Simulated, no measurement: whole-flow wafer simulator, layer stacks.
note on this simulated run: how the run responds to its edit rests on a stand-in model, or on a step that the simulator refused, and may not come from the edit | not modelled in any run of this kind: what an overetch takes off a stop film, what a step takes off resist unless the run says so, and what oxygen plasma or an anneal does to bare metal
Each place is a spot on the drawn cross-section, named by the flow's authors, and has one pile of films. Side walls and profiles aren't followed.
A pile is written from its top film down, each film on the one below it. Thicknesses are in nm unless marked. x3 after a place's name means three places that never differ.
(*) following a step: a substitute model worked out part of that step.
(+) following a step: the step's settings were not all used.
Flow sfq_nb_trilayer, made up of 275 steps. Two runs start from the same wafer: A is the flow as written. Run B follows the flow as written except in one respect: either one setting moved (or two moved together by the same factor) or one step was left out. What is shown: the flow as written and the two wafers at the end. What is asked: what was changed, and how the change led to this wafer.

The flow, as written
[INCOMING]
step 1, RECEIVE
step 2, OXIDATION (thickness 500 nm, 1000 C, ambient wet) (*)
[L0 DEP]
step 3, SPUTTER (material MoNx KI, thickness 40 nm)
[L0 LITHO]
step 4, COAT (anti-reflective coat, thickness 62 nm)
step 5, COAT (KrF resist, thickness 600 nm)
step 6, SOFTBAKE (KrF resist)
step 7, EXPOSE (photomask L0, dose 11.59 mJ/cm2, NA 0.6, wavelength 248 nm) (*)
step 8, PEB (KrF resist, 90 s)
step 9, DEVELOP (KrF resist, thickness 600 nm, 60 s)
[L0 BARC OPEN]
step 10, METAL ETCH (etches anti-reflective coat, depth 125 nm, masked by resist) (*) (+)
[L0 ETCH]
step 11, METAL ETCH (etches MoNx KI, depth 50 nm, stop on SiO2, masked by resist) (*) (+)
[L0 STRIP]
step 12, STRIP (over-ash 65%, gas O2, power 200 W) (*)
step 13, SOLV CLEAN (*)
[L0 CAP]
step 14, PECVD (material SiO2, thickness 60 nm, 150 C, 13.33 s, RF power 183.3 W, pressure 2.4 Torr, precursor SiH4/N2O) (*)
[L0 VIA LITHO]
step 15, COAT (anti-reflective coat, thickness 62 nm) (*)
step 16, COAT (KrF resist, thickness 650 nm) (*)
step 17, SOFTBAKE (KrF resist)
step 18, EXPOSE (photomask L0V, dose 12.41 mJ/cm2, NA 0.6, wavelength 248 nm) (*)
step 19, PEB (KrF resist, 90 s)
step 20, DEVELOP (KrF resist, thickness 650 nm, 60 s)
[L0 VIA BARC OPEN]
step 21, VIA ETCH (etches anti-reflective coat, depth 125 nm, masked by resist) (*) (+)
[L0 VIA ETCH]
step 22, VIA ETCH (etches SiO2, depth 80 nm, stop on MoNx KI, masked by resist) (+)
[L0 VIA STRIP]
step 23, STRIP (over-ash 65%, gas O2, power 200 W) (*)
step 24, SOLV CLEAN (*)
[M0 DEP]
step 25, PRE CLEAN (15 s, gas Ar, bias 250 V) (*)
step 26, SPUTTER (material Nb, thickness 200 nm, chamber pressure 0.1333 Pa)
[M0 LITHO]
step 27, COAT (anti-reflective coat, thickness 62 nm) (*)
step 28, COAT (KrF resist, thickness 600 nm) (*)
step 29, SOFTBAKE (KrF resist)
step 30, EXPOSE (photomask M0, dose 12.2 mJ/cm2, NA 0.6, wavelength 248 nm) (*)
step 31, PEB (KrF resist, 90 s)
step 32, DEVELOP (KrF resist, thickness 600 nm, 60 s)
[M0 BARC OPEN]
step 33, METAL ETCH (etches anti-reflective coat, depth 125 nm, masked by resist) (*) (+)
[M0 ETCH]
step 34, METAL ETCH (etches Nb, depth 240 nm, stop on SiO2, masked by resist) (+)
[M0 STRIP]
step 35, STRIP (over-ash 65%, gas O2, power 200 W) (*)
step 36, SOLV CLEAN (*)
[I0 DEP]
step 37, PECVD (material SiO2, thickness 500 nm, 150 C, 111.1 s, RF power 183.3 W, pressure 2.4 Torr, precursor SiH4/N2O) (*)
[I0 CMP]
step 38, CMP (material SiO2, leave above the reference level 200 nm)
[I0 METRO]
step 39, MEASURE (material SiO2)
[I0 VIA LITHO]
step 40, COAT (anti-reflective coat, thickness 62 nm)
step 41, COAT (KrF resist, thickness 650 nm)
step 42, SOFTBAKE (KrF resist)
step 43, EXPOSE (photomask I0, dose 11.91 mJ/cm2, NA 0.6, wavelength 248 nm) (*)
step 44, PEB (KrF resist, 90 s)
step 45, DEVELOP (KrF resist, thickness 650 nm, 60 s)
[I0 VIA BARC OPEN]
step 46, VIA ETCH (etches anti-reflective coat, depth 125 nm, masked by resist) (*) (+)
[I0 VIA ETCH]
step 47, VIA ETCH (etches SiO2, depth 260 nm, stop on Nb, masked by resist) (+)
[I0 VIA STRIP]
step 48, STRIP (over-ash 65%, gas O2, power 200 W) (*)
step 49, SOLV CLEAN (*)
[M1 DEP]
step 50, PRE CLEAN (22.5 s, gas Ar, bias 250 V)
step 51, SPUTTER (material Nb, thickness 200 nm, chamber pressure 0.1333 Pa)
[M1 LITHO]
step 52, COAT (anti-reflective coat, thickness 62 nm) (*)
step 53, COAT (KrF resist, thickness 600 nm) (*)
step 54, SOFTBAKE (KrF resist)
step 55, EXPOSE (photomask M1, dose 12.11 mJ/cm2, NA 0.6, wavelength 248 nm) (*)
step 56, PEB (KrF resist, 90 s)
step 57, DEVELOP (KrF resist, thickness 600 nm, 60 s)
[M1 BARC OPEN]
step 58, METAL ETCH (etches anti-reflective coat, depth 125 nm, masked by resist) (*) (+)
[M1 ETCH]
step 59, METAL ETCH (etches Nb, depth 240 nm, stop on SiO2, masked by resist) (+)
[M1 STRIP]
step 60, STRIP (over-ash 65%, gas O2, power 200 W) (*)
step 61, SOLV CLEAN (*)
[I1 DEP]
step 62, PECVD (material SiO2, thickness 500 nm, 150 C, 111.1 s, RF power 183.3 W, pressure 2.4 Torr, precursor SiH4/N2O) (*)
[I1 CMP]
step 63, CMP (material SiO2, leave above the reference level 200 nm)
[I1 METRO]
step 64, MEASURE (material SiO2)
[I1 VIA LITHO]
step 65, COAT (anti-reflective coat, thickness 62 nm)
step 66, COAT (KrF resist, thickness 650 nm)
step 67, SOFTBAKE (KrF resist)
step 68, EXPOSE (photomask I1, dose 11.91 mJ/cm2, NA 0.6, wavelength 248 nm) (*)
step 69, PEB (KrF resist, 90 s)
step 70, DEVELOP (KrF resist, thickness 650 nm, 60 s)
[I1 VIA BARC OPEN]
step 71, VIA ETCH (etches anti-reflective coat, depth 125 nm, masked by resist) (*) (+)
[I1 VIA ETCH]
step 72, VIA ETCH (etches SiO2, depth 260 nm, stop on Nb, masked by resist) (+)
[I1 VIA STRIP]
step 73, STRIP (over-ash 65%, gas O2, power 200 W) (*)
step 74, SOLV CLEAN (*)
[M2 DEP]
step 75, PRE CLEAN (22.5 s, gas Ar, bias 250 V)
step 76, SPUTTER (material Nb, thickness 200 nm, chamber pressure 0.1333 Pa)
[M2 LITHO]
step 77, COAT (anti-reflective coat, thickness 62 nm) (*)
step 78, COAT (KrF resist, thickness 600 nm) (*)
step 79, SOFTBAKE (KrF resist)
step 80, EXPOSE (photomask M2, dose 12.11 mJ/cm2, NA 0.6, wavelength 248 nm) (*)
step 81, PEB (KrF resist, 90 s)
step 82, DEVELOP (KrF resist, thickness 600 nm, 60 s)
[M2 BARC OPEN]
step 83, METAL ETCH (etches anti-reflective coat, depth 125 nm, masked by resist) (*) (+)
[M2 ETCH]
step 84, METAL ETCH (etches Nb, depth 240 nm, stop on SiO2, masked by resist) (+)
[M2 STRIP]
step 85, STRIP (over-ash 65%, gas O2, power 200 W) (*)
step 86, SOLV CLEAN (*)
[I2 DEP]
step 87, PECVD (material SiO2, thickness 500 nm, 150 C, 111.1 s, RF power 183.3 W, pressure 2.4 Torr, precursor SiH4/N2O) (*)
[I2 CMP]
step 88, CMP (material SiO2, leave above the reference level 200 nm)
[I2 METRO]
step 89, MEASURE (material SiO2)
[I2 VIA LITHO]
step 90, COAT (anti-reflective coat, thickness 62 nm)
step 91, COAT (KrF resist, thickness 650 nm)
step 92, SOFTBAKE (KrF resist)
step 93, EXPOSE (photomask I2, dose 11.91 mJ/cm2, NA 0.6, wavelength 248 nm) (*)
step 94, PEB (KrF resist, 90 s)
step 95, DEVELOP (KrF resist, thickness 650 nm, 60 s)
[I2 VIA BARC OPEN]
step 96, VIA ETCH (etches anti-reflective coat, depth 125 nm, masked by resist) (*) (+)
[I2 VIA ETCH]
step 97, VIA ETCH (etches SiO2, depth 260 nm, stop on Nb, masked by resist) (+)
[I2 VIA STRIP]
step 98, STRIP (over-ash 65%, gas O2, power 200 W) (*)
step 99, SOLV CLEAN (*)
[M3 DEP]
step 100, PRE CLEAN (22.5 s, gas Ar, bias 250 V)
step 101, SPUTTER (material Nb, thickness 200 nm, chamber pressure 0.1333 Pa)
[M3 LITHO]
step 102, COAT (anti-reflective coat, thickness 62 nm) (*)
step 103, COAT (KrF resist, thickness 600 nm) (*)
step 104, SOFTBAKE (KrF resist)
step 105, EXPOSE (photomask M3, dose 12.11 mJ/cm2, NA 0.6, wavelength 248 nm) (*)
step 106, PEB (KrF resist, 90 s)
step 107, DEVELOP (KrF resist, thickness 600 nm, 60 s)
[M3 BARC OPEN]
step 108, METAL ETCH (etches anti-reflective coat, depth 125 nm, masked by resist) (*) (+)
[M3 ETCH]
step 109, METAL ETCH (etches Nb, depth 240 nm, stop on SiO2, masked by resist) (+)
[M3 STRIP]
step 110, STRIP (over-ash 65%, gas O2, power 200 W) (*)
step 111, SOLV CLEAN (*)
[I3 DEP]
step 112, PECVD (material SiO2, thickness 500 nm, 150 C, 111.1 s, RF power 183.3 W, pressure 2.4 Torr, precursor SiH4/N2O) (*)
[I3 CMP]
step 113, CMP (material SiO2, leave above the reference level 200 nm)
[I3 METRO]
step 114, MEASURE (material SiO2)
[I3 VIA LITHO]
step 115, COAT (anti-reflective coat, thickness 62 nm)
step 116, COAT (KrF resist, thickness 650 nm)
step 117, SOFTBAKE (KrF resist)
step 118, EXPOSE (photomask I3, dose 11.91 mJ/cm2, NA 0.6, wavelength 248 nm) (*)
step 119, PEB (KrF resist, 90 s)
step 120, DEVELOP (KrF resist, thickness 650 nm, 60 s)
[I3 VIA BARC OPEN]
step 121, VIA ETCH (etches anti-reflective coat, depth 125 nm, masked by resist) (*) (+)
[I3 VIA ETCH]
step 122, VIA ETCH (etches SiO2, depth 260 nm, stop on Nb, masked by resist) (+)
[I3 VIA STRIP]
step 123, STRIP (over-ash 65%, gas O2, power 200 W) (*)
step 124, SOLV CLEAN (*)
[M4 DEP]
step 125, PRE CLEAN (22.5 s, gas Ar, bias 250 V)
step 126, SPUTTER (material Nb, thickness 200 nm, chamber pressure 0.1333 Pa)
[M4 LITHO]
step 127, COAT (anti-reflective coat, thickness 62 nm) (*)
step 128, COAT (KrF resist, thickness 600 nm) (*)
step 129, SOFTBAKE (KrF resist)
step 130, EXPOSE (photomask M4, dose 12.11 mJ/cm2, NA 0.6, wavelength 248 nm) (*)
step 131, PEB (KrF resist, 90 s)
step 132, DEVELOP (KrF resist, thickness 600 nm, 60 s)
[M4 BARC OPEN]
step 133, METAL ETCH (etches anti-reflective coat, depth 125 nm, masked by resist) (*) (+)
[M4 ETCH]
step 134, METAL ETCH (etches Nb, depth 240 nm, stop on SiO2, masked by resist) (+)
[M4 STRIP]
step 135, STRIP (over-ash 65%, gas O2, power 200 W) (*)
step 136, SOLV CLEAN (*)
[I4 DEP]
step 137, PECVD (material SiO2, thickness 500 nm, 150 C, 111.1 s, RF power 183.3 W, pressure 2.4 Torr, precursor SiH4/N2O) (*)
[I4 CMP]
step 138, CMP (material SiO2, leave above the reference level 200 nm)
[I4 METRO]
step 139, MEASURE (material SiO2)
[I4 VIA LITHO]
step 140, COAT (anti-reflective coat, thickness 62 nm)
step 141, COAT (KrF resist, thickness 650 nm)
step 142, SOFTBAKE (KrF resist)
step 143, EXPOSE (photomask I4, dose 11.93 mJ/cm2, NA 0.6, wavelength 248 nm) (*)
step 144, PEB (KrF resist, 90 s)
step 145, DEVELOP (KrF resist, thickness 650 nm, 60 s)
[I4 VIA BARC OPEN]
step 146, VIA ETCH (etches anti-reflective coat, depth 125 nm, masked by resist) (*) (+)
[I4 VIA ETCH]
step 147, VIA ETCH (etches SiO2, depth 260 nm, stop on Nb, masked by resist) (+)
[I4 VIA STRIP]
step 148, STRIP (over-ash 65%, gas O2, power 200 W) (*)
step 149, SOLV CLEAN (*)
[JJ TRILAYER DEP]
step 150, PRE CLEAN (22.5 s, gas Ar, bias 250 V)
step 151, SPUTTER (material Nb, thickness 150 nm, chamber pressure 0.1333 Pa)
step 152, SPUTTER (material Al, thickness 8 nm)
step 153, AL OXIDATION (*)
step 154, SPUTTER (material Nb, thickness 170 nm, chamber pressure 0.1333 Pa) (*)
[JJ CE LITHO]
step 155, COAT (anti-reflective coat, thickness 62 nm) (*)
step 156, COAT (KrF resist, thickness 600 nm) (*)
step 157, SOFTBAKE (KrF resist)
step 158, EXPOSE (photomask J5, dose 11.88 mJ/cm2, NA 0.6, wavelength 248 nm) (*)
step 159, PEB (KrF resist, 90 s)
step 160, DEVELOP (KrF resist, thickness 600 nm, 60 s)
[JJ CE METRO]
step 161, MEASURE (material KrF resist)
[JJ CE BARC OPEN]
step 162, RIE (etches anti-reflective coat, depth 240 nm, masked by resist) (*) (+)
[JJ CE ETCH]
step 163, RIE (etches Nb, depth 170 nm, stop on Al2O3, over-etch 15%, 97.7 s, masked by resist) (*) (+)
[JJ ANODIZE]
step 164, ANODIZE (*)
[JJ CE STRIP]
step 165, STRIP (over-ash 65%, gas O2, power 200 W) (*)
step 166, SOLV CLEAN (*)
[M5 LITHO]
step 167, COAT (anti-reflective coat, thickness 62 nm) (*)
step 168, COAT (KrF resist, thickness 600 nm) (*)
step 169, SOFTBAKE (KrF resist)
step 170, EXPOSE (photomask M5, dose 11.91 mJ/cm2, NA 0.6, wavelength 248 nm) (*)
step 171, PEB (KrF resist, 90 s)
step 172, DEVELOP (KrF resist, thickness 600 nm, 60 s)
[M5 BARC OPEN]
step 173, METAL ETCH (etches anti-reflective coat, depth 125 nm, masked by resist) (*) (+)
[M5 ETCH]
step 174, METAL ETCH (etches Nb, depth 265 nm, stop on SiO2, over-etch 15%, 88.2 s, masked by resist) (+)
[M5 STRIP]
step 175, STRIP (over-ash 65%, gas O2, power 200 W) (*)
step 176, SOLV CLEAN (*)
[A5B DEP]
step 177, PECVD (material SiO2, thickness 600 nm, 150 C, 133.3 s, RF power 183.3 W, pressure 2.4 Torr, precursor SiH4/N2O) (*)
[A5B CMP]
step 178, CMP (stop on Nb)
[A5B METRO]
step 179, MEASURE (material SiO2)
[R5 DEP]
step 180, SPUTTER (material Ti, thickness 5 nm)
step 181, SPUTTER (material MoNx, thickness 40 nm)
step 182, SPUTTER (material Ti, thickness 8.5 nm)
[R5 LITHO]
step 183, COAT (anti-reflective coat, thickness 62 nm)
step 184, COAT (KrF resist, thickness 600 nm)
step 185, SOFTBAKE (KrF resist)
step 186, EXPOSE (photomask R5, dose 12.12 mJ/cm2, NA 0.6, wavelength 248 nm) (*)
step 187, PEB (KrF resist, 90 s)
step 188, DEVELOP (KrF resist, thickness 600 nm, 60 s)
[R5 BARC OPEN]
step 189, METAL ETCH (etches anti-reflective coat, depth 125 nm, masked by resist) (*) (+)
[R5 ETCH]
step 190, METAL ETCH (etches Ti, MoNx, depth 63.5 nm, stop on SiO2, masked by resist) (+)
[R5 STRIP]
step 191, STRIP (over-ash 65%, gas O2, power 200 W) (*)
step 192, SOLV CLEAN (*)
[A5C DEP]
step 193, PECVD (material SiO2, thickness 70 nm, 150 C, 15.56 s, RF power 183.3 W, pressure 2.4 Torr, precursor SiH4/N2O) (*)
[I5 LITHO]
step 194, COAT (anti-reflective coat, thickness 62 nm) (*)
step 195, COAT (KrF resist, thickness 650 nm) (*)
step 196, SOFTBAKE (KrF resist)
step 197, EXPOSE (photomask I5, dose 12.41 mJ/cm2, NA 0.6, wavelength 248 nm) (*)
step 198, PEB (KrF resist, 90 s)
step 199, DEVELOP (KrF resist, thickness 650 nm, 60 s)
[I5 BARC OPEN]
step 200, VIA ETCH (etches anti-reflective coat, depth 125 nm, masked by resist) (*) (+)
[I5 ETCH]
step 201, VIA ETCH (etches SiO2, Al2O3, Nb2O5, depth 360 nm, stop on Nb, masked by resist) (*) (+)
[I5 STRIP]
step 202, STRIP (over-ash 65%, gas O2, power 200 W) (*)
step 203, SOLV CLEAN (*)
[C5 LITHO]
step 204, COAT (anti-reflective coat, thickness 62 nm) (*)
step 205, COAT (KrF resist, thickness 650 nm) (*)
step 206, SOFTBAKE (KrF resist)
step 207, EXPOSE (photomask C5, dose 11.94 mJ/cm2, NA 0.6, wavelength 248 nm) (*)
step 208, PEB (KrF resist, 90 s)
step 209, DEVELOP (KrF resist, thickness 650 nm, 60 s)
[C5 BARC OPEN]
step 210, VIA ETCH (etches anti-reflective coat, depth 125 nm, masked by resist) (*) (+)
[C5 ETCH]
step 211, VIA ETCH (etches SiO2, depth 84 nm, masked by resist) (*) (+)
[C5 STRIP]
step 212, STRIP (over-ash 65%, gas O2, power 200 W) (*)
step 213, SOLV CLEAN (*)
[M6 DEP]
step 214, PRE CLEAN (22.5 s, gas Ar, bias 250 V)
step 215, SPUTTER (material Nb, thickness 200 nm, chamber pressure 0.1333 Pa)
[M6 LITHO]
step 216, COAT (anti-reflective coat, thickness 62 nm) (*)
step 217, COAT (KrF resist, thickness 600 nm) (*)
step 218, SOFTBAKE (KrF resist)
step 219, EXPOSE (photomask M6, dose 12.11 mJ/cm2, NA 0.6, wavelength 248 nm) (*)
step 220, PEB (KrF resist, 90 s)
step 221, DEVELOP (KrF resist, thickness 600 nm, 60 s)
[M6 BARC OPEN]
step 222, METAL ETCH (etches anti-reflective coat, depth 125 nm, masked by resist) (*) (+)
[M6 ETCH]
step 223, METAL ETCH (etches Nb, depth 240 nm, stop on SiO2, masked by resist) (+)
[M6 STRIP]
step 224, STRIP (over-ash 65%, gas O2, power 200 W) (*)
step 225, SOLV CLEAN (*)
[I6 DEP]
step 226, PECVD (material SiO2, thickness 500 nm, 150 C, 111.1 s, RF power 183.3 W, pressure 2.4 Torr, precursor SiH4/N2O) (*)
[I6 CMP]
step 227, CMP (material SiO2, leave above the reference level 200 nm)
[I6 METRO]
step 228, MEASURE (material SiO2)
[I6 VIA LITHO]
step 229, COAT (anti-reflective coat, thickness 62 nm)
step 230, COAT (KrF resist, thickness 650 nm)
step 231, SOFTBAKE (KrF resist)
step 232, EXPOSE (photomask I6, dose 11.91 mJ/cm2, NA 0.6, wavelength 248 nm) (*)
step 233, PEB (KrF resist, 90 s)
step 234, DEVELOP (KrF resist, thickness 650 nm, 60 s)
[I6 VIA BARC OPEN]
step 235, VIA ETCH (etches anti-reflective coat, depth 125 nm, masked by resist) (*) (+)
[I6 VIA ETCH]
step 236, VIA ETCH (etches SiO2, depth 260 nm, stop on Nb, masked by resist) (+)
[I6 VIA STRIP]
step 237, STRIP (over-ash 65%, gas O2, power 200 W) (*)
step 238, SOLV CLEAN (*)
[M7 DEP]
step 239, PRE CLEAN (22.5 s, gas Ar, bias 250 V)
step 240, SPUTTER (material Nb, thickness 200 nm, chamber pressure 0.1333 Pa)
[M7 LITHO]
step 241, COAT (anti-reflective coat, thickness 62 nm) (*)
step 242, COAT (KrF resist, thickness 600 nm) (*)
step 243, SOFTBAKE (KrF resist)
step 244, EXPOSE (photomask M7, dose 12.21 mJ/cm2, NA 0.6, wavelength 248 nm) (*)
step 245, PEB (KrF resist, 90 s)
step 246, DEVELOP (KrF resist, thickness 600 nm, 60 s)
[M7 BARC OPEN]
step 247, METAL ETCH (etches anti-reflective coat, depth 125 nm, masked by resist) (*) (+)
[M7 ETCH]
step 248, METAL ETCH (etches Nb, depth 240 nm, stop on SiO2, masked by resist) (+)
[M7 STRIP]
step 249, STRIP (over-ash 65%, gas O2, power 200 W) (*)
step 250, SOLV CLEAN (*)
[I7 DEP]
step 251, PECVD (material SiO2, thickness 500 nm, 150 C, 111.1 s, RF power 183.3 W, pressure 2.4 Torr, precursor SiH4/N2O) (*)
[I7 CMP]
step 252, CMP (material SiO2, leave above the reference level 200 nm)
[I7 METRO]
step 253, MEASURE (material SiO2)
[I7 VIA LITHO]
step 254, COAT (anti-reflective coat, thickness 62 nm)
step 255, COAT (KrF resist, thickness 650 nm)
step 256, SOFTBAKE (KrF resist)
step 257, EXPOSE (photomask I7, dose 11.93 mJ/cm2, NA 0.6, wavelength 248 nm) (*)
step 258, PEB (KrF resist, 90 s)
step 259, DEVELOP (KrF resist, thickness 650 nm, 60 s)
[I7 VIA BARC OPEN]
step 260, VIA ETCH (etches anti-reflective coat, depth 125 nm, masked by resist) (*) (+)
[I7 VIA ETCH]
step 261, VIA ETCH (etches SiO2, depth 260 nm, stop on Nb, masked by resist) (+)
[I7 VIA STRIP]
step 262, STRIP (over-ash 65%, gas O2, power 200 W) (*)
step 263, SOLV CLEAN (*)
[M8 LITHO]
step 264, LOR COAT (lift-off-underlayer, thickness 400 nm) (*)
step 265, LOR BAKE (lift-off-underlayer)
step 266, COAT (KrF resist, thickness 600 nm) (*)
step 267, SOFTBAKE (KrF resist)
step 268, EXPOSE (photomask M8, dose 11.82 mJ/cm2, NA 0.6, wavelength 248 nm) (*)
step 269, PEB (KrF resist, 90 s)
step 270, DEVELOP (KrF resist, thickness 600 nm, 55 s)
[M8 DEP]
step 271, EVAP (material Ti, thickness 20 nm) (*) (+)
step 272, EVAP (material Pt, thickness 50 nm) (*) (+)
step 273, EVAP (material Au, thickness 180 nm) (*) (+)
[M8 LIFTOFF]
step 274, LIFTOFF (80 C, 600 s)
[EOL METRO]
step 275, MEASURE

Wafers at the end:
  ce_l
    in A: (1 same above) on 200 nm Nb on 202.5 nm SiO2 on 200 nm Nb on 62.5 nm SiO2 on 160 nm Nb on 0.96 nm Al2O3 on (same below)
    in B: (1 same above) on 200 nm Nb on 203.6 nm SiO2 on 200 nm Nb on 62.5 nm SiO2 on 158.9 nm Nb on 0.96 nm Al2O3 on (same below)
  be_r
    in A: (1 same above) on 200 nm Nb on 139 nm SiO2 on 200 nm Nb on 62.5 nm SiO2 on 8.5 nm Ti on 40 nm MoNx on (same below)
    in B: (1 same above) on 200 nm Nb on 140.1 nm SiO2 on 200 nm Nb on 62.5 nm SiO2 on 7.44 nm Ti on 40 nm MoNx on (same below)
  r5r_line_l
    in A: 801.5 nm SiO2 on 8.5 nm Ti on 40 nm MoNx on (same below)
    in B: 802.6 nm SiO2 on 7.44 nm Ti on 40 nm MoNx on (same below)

Cause: step 182, SPUTTER: thickness 7.438 nm was run, whereas the flow has thickness 8.5 nm.
The wafer itself shows it: be_r has Ti 7.44, and step 182 as written asks for 8.5 nm.

How this came from the change, step by step:
  step 182, SPUTTER (material Ti, thickness 8.5 nm)
      field_l, v_sur, via_wl and 103 more: A Ti gains 8.5 (new film) | B Ti gains 7.44 (new film)
  step 190, METAL ETCH (etches Ti, MoNx, depth 63.5 nm, stop on SiO2, masked by resist) (+)
      field_l, v_sur, via_wl and 92 more: A Ti loses 8.5 (all of it), MoNx loses 40 (all of it), Ti loses 5 (all of it) | B Ti loses 7.44 (all of it), MoNx loses 40 (all of it), Ti loses 5 (all of it)
      ce_l, c5j, ce_r, wl_jj: A Ti loses 8.5 (all of it), MoNx loses 40 (all of it), Ti loses 5 (all of it), Nb loses 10 | B Ti loses 7.44 (all of it), MoNx loses 40 (all of it), Ti loses 5 (all of it), Nb loses 11.1
